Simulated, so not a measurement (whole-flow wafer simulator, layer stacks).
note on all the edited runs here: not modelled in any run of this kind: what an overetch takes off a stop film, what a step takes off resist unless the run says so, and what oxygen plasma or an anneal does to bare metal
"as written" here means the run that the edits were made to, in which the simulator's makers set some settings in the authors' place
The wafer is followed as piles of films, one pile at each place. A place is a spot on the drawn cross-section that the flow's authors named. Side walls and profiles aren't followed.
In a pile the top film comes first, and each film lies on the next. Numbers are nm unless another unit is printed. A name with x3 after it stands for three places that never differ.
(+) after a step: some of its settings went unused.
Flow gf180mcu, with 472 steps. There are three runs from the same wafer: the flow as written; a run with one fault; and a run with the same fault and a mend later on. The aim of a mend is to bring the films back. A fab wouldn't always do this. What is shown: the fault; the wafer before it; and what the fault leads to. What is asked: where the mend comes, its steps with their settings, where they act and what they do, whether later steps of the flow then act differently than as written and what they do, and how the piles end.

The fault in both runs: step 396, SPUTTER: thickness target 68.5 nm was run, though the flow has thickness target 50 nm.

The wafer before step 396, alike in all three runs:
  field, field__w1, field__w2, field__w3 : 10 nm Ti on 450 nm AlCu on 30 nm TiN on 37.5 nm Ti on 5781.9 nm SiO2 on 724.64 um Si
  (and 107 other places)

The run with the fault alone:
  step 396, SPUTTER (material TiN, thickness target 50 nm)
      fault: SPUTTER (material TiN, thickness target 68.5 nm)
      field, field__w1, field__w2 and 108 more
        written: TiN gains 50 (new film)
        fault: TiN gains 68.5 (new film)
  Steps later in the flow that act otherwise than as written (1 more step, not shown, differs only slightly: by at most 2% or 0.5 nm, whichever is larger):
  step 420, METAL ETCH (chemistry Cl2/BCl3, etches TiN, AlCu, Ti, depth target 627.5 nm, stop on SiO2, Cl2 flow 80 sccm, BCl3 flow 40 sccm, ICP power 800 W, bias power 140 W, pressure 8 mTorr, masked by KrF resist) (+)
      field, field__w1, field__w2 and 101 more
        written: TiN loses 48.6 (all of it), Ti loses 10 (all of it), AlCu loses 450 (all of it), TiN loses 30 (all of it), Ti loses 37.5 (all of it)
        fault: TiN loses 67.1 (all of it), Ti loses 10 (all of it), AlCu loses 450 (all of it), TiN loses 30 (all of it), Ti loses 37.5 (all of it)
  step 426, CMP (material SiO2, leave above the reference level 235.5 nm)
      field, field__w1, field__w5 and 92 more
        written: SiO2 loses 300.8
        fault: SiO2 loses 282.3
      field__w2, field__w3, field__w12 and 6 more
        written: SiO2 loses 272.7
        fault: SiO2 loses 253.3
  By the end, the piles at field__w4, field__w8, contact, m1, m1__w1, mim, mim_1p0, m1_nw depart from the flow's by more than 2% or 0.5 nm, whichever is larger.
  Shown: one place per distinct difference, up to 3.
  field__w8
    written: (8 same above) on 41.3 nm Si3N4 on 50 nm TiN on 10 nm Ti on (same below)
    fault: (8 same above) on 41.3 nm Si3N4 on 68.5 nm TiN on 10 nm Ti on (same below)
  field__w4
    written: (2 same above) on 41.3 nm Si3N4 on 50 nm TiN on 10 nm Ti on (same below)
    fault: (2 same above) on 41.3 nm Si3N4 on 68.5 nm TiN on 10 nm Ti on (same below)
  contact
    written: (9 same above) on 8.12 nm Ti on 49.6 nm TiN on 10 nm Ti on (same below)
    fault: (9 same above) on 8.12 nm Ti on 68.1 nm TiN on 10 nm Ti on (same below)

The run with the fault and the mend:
  The mend follows step 396.
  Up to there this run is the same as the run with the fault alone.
  step 396a, METAL ETCH (chemistry Cl2/BCl3, etches TiN, AlCu, Ti, depth target 18.5 nm, Cl2 flow 80 sccm, BCl3 flow 40 sccm, ICP power 800 W, bias power 140 W, pressure 8 mTorr) (the flow's step 260, run once more with other settings)
      field, field__w1, field__w2 and 108 more
        TiN loses 18.5
  None of the later steps of the flow acts differently than as written at any place that is followed.
  The piles end the same as the flow's at every place that both follow.
